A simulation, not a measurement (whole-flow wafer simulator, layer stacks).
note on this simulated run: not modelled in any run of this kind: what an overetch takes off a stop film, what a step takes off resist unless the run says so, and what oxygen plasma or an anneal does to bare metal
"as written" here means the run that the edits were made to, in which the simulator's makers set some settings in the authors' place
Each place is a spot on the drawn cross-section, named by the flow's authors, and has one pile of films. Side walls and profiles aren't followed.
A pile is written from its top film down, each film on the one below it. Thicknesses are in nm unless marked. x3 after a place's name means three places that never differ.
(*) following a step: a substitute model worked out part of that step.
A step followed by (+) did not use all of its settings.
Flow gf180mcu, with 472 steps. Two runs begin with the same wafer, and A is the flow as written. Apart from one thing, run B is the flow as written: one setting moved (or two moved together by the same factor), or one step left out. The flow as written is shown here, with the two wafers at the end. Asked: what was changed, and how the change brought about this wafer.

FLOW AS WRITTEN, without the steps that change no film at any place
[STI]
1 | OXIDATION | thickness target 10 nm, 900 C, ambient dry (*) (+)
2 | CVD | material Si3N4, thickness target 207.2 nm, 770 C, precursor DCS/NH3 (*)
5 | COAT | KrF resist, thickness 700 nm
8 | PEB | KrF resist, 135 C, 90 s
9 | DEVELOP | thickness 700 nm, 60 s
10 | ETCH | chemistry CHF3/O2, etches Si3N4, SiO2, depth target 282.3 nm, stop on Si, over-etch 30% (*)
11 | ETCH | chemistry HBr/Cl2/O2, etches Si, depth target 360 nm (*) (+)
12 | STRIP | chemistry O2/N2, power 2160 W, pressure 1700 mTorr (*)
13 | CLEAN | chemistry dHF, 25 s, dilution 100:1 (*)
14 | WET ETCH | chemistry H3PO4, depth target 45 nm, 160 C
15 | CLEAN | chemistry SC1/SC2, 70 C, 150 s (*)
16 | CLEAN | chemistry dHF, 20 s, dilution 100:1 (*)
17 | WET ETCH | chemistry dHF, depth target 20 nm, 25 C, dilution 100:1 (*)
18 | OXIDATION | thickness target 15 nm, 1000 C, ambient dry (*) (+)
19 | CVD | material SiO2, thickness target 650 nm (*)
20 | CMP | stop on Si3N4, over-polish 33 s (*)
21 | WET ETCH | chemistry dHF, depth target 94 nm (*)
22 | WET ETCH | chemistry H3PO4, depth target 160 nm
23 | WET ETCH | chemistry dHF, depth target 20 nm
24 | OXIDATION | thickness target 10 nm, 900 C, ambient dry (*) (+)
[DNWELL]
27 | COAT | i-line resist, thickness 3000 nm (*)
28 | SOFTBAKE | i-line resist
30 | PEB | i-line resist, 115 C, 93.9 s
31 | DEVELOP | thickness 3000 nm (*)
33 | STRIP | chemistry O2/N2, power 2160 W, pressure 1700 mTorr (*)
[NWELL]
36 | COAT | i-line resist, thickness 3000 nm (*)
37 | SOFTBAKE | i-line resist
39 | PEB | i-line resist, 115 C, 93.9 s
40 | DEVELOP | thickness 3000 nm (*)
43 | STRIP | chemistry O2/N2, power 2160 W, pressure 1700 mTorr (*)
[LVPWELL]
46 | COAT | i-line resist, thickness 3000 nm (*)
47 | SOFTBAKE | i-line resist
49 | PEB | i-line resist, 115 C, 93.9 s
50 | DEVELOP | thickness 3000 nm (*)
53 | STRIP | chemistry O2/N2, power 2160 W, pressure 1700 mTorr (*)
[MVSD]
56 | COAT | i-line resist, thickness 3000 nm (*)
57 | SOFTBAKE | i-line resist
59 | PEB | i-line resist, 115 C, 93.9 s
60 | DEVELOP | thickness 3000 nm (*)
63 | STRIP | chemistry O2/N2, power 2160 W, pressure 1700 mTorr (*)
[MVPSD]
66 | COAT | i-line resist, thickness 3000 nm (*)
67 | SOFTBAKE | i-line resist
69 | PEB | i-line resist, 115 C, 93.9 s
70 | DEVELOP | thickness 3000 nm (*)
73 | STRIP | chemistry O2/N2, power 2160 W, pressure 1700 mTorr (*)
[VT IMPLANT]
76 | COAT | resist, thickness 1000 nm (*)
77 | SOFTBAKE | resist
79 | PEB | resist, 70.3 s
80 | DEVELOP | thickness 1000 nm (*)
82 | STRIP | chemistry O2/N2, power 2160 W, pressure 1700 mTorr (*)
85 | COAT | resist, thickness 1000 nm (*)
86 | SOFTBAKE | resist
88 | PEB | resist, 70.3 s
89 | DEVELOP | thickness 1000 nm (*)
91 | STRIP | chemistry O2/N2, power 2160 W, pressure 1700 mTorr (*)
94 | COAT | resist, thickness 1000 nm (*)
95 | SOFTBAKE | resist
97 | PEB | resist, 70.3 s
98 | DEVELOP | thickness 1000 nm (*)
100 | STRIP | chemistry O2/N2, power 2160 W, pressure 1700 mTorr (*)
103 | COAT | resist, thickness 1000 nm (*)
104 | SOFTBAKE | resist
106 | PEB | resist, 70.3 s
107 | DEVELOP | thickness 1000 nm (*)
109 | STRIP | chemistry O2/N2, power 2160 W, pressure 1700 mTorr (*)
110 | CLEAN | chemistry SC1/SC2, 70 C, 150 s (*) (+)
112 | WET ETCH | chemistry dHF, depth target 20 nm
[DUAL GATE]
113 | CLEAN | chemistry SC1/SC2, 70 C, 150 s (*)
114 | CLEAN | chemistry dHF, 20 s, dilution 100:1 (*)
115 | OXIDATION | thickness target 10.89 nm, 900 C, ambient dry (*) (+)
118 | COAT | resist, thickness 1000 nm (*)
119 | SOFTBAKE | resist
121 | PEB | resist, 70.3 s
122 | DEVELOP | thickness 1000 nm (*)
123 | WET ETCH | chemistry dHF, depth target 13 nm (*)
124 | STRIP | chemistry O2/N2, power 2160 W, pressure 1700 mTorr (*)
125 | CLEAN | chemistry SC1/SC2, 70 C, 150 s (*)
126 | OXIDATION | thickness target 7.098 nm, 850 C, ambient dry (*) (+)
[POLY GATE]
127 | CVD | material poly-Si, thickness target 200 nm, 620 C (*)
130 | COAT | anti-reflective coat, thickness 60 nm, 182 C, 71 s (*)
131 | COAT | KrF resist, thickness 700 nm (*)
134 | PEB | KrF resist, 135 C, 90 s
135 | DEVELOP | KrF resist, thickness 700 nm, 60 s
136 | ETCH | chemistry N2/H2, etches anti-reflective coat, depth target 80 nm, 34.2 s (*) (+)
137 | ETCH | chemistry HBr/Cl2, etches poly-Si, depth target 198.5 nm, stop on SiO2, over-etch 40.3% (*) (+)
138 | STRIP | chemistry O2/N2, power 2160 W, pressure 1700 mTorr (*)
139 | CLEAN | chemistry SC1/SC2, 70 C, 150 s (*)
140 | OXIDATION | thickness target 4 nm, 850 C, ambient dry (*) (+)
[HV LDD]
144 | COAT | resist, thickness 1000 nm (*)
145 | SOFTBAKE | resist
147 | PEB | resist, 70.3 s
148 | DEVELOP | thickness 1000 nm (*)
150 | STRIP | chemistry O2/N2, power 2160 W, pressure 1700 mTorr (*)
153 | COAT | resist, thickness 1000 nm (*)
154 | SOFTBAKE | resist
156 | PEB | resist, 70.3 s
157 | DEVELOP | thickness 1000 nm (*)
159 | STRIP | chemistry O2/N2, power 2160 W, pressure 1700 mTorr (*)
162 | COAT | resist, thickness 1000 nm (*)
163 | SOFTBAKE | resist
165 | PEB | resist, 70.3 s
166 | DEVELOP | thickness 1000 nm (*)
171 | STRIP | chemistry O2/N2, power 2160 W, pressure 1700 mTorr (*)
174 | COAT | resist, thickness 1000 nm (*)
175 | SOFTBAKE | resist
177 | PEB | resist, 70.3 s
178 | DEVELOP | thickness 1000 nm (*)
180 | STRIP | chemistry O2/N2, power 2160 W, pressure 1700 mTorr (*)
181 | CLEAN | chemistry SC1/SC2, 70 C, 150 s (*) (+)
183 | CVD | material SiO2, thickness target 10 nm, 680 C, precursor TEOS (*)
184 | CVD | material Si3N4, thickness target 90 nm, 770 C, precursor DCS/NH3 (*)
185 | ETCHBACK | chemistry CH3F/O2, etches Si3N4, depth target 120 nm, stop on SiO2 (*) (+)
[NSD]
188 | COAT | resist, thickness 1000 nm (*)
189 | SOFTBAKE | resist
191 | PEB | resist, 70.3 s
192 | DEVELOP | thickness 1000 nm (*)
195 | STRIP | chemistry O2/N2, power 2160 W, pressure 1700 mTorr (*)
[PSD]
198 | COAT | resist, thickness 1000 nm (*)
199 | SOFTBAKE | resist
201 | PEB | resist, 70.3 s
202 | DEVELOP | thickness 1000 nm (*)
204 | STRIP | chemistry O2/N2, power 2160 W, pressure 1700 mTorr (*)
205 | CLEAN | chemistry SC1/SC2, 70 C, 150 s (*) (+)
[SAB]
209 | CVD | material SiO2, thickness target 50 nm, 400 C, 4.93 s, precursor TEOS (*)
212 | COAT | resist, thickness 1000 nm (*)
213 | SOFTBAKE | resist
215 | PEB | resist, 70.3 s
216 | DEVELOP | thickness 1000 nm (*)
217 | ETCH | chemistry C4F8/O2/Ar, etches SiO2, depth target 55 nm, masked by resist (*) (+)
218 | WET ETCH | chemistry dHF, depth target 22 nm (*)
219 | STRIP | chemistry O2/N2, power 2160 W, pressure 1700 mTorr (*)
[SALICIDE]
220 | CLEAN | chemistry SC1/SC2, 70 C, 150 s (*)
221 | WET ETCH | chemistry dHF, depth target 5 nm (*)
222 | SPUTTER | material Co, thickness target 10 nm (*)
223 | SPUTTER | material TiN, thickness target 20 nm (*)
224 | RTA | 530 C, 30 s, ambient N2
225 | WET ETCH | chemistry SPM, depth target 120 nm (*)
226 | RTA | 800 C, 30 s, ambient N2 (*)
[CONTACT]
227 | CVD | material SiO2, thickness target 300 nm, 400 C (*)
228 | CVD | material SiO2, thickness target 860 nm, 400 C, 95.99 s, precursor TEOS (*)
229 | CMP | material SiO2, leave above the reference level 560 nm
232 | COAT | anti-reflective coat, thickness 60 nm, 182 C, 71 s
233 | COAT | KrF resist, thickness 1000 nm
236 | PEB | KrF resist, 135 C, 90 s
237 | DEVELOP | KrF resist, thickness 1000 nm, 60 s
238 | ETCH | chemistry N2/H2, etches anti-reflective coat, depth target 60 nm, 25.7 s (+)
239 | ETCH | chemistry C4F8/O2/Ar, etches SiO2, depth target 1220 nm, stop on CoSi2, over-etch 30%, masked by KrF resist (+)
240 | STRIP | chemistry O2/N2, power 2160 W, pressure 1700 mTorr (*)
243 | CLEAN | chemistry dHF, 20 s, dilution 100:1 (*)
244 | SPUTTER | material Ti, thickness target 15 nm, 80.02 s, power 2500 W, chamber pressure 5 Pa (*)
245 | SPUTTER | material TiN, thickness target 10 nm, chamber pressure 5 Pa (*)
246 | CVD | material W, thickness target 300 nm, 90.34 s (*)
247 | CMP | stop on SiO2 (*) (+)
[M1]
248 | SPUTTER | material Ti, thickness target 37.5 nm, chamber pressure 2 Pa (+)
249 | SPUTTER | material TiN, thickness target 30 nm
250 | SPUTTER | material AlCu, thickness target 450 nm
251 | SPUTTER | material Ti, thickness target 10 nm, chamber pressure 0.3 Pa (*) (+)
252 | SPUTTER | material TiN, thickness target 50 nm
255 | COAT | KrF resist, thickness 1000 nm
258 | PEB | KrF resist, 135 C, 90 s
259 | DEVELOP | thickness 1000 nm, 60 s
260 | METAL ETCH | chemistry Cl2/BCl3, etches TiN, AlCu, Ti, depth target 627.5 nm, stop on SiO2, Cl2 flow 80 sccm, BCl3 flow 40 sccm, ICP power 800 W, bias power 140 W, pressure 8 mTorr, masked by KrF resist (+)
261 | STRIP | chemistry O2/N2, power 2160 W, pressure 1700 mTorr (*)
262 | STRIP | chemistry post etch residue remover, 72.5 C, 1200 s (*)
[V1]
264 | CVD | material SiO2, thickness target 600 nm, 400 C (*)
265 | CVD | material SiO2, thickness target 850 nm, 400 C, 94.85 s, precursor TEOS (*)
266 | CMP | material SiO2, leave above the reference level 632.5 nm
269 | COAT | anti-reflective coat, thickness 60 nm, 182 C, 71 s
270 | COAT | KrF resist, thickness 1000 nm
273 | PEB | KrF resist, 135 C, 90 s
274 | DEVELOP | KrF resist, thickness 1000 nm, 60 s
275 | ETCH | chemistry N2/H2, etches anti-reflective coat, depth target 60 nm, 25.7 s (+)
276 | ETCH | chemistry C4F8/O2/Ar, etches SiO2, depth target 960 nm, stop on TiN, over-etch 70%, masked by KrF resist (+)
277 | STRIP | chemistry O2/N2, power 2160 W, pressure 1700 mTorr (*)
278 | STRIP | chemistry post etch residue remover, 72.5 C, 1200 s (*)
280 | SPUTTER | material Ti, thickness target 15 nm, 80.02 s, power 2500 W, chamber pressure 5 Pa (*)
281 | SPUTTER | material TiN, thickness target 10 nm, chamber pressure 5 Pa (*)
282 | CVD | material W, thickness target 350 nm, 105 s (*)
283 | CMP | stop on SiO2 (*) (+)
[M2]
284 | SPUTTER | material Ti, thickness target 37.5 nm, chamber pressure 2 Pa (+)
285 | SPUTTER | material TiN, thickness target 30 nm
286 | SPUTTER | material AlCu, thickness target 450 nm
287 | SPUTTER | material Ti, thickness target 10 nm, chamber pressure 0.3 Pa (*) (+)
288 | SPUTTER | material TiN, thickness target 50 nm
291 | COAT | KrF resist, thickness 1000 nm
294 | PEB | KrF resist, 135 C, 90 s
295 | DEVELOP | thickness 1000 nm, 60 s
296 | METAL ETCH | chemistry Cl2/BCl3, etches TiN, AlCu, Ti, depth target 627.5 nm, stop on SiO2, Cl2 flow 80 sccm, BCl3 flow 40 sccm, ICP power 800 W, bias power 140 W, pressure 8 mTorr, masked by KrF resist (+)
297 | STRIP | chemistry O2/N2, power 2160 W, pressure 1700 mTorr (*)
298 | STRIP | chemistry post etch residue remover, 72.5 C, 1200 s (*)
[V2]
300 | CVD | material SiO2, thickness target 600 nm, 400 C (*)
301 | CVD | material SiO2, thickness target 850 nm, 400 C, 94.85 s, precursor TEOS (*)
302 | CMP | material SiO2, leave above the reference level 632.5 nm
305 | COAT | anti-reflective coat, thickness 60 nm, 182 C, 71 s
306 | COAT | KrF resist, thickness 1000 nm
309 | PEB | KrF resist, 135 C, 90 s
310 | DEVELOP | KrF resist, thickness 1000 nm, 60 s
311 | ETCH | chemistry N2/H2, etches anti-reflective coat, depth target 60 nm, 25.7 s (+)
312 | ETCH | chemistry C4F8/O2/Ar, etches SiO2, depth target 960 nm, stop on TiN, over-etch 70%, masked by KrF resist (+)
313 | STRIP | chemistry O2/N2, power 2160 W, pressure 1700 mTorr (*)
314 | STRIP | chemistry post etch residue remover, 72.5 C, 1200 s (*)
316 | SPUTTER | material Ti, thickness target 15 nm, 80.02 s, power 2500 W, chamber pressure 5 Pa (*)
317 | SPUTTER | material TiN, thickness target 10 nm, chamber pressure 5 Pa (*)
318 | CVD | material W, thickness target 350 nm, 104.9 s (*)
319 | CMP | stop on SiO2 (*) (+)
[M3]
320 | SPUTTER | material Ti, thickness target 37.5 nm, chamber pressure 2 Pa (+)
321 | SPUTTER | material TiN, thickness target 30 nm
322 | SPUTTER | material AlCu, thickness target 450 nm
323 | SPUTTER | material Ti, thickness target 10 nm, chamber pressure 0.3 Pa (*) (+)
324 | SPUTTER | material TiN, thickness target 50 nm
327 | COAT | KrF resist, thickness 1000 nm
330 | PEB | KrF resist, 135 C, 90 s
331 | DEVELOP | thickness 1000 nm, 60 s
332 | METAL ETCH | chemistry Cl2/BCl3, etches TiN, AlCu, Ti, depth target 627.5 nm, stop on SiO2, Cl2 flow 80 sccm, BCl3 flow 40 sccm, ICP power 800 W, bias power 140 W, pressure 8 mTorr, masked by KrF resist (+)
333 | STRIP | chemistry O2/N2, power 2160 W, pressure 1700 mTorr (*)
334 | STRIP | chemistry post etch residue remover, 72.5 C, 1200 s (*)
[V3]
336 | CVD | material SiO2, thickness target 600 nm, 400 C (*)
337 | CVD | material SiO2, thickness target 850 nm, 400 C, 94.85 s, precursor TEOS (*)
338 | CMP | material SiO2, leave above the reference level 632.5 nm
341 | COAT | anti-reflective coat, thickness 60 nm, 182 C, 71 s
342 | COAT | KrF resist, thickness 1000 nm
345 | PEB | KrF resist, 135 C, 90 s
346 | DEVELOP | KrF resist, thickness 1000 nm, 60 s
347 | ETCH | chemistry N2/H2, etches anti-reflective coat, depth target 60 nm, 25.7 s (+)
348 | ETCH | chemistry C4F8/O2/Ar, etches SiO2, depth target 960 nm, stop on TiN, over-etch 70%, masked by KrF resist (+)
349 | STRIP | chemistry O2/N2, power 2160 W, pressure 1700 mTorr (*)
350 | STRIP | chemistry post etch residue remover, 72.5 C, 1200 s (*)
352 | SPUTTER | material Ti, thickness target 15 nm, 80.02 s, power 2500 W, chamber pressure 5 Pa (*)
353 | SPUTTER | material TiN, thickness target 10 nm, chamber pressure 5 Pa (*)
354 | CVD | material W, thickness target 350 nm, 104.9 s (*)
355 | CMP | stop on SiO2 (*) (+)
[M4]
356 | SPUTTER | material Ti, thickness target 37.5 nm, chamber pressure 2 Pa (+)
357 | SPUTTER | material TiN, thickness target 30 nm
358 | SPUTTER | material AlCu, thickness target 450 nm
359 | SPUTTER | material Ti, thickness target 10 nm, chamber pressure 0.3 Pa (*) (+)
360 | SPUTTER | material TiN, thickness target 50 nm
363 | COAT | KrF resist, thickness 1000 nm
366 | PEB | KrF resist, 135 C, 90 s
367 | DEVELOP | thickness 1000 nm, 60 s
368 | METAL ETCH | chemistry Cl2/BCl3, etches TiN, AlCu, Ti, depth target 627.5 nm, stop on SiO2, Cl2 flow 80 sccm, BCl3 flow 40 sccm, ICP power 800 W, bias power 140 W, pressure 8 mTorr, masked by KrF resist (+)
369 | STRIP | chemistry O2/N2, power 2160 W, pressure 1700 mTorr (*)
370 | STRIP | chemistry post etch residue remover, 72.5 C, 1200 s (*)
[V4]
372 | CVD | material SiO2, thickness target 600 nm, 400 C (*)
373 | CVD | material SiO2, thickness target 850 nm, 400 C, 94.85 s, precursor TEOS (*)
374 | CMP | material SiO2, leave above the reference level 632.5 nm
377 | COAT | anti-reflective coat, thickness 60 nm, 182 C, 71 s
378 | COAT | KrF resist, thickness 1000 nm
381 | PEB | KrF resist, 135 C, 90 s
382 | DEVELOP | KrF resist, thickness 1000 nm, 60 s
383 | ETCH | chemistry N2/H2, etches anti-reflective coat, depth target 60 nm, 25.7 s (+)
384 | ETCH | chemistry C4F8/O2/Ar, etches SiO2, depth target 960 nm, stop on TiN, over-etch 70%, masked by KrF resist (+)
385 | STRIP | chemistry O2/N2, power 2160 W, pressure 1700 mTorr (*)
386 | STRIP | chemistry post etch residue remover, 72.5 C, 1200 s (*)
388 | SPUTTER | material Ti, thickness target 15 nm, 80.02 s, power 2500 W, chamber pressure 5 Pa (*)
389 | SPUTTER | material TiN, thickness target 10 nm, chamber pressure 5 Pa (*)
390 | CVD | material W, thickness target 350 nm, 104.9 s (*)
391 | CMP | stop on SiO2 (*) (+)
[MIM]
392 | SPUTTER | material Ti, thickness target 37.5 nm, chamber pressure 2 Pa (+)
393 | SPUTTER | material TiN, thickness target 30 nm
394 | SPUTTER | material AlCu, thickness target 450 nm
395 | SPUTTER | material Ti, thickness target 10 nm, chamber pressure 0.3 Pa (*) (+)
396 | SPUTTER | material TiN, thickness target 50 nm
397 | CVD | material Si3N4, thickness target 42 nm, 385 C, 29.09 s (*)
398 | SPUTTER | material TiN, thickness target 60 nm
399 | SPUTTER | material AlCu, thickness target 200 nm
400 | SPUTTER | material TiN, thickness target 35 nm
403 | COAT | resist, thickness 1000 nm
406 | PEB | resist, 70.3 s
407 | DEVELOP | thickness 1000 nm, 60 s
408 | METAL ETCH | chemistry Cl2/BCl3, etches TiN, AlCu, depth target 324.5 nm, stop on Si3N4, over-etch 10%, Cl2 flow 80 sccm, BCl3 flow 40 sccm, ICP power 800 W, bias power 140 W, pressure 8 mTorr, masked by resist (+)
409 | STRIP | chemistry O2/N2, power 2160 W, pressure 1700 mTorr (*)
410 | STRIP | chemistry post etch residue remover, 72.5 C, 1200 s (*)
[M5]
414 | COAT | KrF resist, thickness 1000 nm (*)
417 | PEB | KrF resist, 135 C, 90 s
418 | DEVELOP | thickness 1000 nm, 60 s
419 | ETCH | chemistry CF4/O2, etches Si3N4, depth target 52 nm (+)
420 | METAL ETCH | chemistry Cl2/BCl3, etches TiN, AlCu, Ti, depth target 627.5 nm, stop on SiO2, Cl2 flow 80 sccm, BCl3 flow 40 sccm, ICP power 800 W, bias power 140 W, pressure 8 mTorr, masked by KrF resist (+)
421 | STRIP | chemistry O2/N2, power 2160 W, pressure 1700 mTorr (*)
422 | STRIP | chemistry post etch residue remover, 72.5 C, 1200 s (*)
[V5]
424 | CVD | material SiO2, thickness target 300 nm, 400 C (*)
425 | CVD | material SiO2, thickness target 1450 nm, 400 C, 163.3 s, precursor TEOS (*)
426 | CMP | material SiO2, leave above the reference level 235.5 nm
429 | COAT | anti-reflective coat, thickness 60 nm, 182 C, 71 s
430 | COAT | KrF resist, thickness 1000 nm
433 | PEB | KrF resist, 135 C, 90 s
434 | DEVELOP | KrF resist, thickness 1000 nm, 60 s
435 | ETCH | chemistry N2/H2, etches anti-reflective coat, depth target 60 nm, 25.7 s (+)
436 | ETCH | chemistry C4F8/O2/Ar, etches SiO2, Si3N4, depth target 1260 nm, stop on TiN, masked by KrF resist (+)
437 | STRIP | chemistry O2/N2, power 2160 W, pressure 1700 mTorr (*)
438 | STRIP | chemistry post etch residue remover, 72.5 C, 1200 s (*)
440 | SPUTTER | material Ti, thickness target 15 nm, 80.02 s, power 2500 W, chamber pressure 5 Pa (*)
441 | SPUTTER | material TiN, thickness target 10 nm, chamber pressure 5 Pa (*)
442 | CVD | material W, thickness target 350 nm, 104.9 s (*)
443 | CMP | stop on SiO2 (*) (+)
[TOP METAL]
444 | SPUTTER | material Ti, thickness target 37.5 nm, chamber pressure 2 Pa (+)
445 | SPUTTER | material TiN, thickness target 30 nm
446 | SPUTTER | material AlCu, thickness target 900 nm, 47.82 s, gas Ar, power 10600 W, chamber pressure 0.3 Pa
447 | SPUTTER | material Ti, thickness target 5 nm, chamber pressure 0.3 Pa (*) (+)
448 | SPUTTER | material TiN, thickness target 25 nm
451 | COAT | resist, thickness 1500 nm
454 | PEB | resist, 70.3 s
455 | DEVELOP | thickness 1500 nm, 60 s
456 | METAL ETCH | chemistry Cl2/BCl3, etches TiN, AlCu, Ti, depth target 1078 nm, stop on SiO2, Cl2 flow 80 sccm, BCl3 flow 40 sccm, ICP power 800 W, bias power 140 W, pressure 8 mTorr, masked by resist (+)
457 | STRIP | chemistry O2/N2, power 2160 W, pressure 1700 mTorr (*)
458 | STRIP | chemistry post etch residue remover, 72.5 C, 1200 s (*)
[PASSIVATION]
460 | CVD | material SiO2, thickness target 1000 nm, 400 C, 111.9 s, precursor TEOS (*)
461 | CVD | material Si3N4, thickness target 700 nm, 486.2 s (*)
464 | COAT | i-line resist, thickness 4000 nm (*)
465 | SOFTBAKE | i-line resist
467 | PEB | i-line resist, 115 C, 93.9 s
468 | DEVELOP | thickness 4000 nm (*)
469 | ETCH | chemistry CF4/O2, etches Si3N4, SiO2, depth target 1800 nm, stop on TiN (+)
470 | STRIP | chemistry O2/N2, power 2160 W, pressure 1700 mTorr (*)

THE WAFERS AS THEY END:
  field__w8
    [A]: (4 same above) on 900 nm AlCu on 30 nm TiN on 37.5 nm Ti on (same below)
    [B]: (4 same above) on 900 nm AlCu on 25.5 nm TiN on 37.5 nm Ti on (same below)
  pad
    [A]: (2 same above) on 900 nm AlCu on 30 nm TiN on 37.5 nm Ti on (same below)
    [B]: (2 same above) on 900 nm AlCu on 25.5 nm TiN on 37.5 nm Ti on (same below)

The reason: step 445, SPUTTER: thickness target 25.5 nm was run, though the flow has thickness target 30 nm.
The wafer lets one read it off: field__w8 has TiN 25.5, and step 445 as written asks for 30 nm.

The path from the change to this, step by step:
  445 | SPUTTER | material TiN, thickness target 30 nm
      field, field__w1, field__w2 and 109 more: A +30 TiN (new film) | B +25.5 TiN (new film)
  456 | METAL ETCH | chemistry Cl2/BCl3, etches TiN, AlCu, Ti, depth target 1078 nm, stop on SiO2, Cl2 flow 80 sccm, BCl3 flow 40 sccm, ICP power 800 W, bias power 140 W, pressure 8 mTorr, masked by resist (+)
      field, field__w1, field__w2 and 103 more: A -25 TiN (all of it), -5 Ti (all of it), -900 AlCu (all of it), -30 TiN (all of it), -37.5 Ti (all of it) | B -25 TiN (all of it), -5 Ti (all of it), -900 AlCu (all of it), -25.5 TiN (all of it), -37.5 Ti (all of it)
